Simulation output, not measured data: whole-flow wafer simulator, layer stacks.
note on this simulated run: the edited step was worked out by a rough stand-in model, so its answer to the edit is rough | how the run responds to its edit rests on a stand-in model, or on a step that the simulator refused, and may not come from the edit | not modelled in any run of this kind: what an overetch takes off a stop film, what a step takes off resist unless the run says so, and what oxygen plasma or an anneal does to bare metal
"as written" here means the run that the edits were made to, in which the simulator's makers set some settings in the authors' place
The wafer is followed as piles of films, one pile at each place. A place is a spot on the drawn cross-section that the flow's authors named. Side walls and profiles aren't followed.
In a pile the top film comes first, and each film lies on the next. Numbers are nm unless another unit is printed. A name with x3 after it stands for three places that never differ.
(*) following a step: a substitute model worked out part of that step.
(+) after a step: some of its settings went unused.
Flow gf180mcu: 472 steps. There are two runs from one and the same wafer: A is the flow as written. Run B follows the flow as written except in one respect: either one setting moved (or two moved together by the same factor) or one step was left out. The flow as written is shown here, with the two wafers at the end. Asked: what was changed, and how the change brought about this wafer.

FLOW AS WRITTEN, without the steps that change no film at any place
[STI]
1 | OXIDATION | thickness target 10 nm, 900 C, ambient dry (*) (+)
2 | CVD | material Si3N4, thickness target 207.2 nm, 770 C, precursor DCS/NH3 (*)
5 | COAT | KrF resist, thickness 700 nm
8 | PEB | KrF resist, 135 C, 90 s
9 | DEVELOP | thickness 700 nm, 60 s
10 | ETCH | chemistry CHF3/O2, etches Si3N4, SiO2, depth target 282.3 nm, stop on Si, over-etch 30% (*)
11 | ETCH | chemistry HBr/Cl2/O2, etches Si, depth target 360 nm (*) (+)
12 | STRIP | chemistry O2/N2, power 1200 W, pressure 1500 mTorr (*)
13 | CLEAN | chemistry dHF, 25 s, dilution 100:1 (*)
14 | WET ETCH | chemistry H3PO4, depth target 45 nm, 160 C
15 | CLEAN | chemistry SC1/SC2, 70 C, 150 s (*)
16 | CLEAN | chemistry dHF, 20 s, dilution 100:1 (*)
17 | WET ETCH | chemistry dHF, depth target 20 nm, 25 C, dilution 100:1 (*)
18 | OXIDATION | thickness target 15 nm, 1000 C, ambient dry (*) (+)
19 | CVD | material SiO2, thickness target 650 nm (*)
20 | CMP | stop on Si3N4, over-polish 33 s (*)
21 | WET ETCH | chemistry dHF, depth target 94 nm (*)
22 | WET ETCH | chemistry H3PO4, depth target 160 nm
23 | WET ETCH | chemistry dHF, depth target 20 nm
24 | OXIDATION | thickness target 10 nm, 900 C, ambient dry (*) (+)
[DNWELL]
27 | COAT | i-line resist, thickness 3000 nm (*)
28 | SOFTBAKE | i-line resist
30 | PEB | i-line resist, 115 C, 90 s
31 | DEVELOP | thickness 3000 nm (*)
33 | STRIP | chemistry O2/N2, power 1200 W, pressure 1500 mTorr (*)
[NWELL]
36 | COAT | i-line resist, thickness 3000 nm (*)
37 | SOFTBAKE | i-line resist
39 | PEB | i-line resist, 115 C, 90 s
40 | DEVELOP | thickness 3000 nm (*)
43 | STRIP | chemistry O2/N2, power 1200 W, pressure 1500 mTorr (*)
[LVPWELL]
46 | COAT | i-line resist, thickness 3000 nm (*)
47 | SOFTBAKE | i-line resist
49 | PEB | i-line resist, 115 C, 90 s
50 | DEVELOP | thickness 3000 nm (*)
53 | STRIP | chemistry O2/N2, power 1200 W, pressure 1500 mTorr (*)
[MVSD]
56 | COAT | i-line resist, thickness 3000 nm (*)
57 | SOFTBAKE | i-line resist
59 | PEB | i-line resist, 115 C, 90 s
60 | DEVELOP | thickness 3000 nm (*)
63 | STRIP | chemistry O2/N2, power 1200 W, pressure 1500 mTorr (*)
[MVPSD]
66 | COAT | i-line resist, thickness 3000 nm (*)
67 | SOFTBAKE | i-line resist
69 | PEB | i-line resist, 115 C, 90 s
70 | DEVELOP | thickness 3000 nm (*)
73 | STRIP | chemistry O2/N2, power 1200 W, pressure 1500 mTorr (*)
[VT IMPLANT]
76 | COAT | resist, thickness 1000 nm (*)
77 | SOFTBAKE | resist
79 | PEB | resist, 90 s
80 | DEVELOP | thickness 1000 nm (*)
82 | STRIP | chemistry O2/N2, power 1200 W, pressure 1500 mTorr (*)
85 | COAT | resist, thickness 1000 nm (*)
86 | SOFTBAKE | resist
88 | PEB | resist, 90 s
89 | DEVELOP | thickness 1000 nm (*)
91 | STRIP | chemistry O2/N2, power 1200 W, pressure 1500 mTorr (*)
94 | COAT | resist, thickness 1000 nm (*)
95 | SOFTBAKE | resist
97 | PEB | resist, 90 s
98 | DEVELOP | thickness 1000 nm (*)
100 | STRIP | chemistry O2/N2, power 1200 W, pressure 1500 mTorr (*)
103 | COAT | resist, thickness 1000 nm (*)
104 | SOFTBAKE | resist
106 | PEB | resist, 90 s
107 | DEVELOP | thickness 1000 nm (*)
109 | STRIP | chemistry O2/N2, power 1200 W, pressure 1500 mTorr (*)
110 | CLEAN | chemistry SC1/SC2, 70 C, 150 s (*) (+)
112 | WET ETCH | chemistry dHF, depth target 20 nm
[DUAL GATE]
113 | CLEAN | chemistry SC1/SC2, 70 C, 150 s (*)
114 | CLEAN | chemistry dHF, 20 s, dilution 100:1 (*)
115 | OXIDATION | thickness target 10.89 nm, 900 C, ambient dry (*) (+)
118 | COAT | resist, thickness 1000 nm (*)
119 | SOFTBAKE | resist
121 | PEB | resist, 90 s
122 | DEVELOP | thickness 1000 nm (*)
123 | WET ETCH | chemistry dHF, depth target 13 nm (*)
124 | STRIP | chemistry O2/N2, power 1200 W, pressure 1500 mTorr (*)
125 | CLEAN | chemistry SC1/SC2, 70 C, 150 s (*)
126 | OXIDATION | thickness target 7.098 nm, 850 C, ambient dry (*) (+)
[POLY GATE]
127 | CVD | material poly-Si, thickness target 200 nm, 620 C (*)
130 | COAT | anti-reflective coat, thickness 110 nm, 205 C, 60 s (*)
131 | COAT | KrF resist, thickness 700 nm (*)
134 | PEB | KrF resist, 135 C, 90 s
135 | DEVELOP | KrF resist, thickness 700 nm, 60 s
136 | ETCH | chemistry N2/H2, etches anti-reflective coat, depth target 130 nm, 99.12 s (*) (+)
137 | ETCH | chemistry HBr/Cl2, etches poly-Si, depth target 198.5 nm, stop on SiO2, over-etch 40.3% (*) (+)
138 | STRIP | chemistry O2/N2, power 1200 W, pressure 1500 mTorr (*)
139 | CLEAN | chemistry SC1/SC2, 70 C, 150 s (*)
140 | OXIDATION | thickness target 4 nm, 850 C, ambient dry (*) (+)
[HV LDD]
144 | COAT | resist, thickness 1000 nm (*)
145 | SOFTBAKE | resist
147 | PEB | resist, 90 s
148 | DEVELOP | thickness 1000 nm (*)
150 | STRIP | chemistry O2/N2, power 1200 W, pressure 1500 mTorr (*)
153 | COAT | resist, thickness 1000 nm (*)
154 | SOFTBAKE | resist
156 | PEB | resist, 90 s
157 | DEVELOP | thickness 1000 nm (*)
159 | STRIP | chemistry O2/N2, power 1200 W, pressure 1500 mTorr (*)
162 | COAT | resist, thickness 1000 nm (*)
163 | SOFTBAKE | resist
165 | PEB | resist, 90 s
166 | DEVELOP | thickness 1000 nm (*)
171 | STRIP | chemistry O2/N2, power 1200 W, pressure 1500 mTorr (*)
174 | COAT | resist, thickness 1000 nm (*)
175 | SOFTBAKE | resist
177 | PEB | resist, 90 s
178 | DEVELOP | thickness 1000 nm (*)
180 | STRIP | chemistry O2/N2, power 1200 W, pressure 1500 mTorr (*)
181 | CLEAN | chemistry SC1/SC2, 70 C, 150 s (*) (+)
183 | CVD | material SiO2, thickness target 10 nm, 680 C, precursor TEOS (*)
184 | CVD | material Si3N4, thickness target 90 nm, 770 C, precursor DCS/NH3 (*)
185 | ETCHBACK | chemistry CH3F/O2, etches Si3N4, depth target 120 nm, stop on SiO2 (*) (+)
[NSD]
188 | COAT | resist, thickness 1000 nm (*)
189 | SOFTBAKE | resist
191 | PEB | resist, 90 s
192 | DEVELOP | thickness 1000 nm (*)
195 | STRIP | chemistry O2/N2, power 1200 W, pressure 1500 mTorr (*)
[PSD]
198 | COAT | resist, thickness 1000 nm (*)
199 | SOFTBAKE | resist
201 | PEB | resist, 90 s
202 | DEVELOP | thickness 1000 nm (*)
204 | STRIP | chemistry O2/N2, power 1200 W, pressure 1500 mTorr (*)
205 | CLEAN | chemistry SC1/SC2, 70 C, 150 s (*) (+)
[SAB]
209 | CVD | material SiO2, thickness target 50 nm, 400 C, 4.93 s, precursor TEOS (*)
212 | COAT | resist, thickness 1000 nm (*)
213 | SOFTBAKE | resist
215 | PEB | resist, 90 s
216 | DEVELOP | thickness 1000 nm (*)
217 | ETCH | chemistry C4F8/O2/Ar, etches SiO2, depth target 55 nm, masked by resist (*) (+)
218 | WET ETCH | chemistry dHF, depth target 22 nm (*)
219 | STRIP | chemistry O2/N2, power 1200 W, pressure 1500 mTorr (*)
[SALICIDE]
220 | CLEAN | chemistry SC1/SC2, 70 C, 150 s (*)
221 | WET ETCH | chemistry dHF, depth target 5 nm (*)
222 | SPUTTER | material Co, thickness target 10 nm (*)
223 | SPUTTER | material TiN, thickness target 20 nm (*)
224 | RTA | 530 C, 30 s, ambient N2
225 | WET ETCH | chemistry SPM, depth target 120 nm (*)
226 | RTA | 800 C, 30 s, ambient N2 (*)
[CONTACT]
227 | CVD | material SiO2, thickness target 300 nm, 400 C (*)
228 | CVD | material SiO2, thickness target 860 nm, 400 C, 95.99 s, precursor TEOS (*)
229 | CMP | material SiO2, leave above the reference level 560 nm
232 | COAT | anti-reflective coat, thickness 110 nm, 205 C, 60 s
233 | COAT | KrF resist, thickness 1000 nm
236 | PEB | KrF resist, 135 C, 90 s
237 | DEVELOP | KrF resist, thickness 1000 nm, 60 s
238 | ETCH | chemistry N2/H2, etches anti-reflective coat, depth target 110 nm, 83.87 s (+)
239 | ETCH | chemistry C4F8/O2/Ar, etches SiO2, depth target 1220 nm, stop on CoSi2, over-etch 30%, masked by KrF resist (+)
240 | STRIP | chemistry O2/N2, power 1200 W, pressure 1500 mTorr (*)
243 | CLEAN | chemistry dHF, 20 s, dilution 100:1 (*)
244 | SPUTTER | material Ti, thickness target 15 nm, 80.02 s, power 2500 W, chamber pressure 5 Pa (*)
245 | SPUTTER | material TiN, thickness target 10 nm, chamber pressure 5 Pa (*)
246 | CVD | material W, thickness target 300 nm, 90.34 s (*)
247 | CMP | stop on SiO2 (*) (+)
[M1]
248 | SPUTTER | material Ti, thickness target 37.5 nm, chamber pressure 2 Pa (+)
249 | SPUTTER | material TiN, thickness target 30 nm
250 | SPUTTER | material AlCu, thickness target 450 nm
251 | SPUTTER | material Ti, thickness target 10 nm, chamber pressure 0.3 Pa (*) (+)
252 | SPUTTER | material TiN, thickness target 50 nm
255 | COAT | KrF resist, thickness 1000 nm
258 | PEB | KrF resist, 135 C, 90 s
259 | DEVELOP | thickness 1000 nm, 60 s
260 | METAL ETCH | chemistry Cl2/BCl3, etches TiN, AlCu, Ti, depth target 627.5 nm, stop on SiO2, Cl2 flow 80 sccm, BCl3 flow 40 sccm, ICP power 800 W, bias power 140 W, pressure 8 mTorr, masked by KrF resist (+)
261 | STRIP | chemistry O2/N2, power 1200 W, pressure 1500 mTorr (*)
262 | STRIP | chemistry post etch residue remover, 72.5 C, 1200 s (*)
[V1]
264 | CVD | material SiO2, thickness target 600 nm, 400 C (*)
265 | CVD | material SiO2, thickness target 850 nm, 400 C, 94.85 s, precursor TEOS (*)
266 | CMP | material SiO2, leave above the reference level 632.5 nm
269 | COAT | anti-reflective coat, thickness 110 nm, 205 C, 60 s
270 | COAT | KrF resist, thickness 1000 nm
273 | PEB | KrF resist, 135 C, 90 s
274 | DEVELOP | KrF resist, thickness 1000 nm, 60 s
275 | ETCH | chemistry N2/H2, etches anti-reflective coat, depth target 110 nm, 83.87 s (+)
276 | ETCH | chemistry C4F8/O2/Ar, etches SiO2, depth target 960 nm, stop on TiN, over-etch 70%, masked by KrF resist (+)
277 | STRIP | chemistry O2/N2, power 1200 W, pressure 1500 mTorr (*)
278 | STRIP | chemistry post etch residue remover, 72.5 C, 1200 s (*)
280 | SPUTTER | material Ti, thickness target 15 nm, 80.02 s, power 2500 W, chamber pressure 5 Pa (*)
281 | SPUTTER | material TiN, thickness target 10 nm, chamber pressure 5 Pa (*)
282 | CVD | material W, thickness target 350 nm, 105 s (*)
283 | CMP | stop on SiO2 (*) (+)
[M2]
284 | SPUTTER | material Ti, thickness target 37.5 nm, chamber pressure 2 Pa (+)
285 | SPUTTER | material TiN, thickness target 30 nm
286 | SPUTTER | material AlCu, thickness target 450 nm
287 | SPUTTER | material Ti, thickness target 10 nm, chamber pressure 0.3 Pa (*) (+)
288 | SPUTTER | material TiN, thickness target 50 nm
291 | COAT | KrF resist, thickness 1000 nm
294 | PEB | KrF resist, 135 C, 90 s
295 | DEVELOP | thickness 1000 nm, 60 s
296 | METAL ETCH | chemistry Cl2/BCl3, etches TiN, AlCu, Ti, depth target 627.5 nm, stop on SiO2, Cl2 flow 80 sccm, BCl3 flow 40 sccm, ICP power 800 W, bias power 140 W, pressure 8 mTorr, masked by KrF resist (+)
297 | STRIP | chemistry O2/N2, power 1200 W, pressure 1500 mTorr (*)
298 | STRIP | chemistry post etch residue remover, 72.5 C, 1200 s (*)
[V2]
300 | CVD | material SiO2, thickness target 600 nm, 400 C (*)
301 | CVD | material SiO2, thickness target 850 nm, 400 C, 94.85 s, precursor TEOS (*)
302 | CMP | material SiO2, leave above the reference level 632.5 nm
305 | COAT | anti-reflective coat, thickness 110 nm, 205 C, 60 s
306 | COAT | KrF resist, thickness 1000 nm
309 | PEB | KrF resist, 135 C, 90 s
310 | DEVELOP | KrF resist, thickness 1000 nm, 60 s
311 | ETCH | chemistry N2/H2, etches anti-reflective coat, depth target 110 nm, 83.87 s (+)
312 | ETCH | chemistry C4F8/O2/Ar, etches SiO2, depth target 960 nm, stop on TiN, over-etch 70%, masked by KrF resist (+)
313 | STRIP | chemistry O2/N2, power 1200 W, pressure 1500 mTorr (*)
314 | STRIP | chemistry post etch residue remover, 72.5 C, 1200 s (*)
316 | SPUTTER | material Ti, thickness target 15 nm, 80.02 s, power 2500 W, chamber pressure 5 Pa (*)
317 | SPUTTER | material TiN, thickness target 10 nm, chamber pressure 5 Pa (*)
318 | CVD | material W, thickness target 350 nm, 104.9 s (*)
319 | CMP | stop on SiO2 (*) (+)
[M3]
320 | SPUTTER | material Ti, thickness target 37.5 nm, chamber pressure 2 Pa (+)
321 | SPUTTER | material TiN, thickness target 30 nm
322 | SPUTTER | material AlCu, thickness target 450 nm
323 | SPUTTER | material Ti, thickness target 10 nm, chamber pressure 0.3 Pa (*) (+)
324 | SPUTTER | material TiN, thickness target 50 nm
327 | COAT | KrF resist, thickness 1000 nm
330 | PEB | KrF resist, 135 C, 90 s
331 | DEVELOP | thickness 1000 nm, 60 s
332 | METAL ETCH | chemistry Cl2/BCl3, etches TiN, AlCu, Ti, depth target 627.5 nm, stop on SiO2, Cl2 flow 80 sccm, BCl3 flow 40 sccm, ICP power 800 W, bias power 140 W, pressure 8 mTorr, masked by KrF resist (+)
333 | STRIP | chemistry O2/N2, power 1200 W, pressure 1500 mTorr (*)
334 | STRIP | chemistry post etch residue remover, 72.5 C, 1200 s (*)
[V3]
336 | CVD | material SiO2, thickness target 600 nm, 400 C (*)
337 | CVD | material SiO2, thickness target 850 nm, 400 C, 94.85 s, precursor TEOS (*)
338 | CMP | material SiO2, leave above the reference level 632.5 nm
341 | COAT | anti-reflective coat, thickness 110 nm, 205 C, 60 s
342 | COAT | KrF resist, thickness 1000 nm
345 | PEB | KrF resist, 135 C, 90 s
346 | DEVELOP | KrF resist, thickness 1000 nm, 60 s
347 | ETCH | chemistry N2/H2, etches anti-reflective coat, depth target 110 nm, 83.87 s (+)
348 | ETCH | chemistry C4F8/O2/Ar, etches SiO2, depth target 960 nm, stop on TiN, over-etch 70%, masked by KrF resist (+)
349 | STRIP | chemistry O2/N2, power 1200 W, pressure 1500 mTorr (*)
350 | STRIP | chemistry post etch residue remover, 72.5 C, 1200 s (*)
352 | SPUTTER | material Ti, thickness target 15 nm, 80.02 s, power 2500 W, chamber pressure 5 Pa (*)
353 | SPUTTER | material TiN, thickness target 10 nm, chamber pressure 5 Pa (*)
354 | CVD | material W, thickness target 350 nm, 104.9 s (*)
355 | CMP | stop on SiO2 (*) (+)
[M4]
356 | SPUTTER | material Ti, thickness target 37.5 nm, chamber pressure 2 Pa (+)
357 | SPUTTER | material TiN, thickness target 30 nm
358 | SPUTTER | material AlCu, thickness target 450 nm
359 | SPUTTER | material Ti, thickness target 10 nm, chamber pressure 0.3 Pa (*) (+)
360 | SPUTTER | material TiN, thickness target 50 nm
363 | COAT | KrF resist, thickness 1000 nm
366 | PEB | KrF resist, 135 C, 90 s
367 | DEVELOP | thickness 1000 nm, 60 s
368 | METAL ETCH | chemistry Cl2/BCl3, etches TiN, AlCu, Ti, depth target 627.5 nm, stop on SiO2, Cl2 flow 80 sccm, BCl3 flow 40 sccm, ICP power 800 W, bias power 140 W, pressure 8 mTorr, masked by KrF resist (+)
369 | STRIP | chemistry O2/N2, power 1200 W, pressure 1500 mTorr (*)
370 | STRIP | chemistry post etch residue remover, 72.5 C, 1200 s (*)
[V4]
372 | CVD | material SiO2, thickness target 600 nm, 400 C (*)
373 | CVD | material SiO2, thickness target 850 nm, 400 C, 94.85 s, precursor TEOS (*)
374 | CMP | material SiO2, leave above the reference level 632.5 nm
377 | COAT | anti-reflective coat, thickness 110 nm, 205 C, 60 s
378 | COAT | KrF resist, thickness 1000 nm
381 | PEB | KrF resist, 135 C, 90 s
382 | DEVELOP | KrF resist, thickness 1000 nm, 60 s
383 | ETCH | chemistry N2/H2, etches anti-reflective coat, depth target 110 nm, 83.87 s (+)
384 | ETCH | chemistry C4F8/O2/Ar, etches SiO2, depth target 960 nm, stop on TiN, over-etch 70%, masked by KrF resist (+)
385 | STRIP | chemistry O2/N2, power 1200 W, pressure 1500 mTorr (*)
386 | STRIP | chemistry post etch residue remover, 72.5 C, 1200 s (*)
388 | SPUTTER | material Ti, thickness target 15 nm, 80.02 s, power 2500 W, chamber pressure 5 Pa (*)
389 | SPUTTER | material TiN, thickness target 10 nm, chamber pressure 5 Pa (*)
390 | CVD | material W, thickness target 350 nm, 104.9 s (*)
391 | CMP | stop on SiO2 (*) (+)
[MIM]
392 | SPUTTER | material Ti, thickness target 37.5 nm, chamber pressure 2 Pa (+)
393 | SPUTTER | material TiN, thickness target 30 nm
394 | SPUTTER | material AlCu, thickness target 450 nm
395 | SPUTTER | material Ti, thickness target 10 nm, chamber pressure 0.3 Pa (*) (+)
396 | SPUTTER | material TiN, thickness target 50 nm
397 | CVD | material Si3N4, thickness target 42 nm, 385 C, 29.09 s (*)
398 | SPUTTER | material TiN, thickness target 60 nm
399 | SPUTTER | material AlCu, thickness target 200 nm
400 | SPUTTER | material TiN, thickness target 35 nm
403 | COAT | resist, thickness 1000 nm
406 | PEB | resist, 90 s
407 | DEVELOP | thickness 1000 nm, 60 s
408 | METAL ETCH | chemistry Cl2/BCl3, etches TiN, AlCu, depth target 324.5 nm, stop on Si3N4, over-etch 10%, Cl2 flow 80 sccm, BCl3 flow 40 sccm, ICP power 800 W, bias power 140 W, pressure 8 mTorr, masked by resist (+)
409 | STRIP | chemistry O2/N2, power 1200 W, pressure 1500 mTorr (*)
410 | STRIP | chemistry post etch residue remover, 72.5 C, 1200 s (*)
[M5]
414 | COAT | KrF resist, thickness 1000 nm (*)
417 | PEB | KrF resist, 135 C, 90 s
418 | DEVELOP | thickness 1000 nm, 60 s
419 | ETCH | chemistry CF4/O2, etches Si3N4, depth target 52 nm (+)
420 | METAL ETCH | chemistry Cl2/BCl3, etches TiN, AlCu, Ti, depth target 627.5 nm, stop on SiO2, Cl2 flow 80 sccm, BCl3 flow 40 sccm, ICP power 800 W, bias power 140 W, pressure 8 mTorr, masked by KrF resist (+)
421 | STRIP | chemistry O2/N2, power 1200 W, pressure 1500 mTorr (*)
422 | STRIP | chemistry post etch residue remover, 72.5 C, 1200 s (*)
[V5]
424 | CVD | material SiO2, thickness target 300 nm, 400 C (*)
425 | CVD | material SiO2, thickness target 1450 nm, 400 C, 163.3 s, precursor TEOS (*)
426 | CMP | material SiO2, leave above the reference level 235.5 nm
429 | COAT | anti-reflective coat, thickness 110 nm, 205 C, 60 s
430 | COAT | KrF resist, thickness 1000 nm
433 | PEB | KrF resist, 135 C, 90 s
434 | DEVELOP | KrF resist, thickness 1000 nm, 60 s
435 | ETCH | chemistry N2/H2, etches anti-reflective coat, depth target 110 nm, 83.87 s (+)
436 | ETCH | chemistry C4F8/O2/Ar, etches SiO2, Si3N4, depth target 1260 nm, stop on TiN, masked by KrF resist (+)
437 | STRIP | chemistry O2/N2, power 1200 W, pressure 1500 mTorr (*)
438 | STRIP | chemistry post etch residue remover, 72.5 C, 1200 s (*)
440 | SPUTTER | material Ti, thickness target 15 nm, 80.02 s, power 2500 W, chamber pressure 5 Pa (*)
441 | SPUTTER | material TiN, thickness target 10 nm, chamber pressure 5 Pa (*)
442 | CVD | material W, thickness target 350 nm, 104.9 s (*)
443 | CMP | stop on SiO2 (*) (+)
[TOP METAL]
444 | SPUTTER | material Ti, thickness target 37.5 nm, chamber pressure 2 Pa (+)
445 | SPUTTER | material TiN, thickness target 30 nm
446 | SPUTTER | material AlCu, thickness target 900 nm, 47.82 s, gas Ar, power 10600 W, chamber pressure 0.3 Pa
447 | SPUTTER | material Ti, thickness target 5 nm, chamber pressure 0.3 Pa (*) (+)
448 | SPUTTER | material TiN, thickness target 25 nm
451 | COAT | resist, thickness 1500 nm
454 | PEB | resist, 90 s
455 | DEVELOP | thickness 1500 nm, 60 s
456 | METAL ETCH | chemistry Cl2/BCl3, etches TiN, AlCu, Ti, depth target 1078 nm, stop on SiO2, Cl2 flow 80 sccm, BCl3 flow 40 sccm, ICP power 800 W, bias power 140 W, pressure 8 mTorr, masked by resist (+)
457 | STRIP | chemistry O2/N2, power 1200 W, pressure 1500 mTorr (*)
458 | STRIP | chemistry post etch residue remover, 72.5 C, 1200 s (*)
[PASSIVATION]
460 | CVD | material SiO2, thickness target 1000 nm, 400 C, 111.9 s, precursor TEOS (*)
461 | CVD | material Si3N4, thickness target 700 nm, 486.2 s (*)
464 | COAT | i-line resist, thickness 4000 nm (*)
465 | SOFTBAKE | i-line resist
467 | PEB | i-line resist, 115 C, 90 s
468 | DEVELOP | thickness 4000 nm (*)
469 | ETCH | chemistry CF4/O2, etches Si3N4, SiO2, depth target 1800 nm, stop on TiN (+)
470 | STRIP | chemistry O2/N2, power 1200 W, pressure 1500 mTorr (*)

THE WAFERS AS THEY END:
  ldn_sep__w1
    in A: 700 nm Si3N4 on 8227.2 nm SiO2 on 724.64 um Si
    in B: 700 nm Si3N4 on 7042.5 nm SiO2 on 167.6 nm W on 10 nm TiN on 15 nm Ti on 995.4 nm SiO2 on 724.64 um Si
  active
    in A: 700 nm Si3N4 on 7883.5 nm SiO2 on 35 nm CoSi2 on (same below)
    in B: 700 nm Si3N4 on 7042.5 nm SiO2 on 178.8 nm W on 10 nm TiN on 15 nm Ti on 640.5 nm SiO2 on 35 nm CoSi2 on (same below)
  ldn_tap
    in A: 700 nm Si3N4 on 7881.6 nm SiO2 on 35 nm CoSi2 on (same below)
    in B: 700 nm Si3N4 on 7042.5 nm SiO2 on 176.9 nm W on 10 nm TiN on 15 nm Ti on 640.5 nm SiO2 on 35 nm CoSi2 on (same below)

The reason: step 228, CVD: thickness target 344 nm was run, though the flow has thickness target 860 nm.

Step by step, how the change led to this:
  228 | CVD | material SiO2, thickness target 860 nm, 400 C, 95.99 s, precursor TEOS (*)
      field, field__w7, field__w8 and 70 more: A +860 SiO2 | B +344 SiO2
      field__w3, field__w12: A +807.3 SiO2 | B +326.5 SiO2
      (as well as at 36 more places)
  229 | CMP | material SiO2, leave above the reference level 560 nm
      gate_hv, gate_nat, ld_gate_n and 11 more: A -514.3 SiO2 | B nothing
      ldn_sep__w1, ldn_sep__w2, ldn_dft and 8 more: A -311.1 SiO2 | B nothing
      (as well as at 86 more places)
  232 | COAT | anti-reflective coat, thickness 110 nm, 205 C, 60 s
      sti, mim_1p0, pad, dice_street: A +110 anti-reflective coat (new film) | B +115.1 anti-reflective coat (new film)
      field__w7, ldn_sep__w1, ldp_sep__w2: A +110 anti-reflective coat (new film) | B +174.6 anti-reflective coat (new film)
      (as well as at 97 more places)
  233 | COAT | KrF resist, thickness 1000 nm
      p_well, sti, spacer, sd_n, mim_1p0, pad, dice_street: A +1000 KrF resist (new film) | B +1052.1 KrF resist (new film)
      field: A +1000 KrF resist (new film) | B +1040.3 KrF resist (new film)
      (as well as at 63 more places)
  236 | PEB | KrF resist, 135 C, 90 s
      p_well, sti, spacer, sd_n, mim_1p0, pad, dice_street: A -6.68 KrF resist | B -7.28 KrF resist
      ld_gate_p, gate_hv5, ldn_acc: A -6.68 KrF resist | B -5.67 KrF resist
      (as well as at 30 more places)
  237 | DEVELOP | KrF resist, thickness 1000 nm, 60 s
      polyc_n: A -993.3 KrF resist (all of it) | B -893.2 KrF resist (all of it)
      polyc_p: A -993.3 KrF resist (all of it) | B -895 KrF resist (all of it)
  238 | ETCH | chemistry N2/H2, etches anti-reflective coat, depth target 110 nm, 83.87 s (+)
      contact: A -110 anti-reflective coat (all of it), -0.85 SiO2 | B -143 anti-reflective coat
      polyc_n: A -110 anti-reflective coat (all of it), -0.85 SiO2 | B -12.8 anti-reflective coat (all of it), -3.34 SiO2
      (as well as at 1 more place)
  239 | ETCH | chemistry C4F8/O2/Ar, etches SiO2, depth target 1220 nm, stop on CoSi2, over-etch 30%, masked by KrF resist (+)
      contact: A -859.2 SiO2 (all of it) | B -10 anti-reflective coat (all of it), -637.8 SiO2 (all of it)
      field, field__w1, field__w2 and 105 more: A -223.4 KrF resist | B -165.8 KrF resist
  240 | STRIP | chemistry O2/N2, power 1200 W, pressure 1500 mTorr (*)
      sti, mim_1p0, pad, dice_street: A -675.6 KrF resist (all of it), -110 anti-reflective coat (all of it) | B -784.6 KrF resist (all of it), -115.1 anti-reflective coat (all of it)
      p_well, sd_n: A -675.6 KrF resist (all of it), -110 anti-reflective coat (all of it) | B -784.6 KrF resist (all of it), -112.1 anti-reflective coat (all of it)
      (as well as at 102 more places)
  244 | SPUTTER | material Ti, thickness target 15 nm, 80.02 s, power 2500 W, chamber pressure 5 Pa (*)
      ld_sd_n, ld_sd_p: A +15 Ti (new film) | B +14 Ti (new film)
      field__w3: A +15 Ti (new film) | B +14.3 Ti (new film)
      (as well as at 6 more places)
  245 | SPUTTER | material TiN, thickness target 10 nm, chamber pressure 5 Pa (*)
      field__w12: A +10 TiN (new film) | B +8.81 TiN (new film)
      contact: A +5.48 TiN (new film) | B +6.25 TiN (new film)
      (as well as at 5 more places)
  246 | CVD | material W, thickness target 300 nm, 90.34 s (*)
      contact: A +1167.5 W (new film) | B +935.9 W (new film)
  247 | CMP | stop on SiO2 (*) (+)
      gate_hv, gate_nat, ld_gate_n and 20 more: A -300 W (all of it), -10 TiN (all of it), -15 Ti (all of it), -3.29 SiO2 | B -300 W (all of it), -10 TiN (all of it), -15 Ti (all of it)
      ldn_sep__w1, ldn_sep__w2, ldn_dft and 8 more: A -300 W (all of it), -10 TiN (all of it), -15 Ti (all of it), -3.29 SiO2 | B -120.1 W
      (as well as at 75 more places)
  248 | SPUTTER | material Ti, thickness target 37.5 nm, chamber pressure 2 Pa (+)
      gate, gate_p, npoly_sal: A +37.5 Ti (new film) | B +37.5 Ti
  260 | METAL ETCH | chemistry Cl2/BCl3, etches TiN, AlCu, Ti, depth target 627.5 nm, stop on SiO2, Cl2 flow 80 sccm, BCl3 flow 40 sccm, ICP power 800 W, bias power 140 W, pressure 8 mTorr, masked by KrF resist (+)
      field, field__w1, field__w2 and 75 more: A -50 TiN (all of it), -10 Ti (all of it), -450 AlCu (all of it), -30 TiN (all of it), -37.5 Ti (all of it) | B -50 TiN (all of it), -10 Ti (all of it), -450 AlCu (all of it), -30 TiN (all of it), -37.5 Ti (all of it), -6.25 W
      gate, gate_p: A -50 TiN (all of it), -10 Ti (all of it), -450 AlCu (all of it), -30 TiN (all of it), -37.5 Ti (all of it) | B -50 TiN (all of it), -10 Ti (all of it), -450 AlCu (all of it), -30 TiN (all of it), -48.2 Ti (all of it)
      (as well as at 1 more place)
  262 | STRIP | chemistry post etch residue remover, 72.5 C, 1200 s (*)
      field, field__w1, field__w2 and 75 more: A nothing | B -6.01 W
  ... 1 other step ...
  266 | CMP | material SiO2, leave above the reference level 632.5 nm
      field, field__w1, field__w2 and 75 more: A -300 SiO2 | B -287.7 SiO2
      gate, gate_p: A -300 SiO2 | B -289.3 SiO2
Taking metal films that touch as one body, ldn_sep__w1 has 1 body; the flow as written gives 0 bodies.
Taking metal films that touch as one body, active has 2 bodies (between them, from the top down: SiO2 640.5); the flow as written gives 1 body.
Taking metal films that touch as one body, ldn_tap has 2 bodies (between them, from the top down: SiO2 640.5); the flow as written gives 1 body.
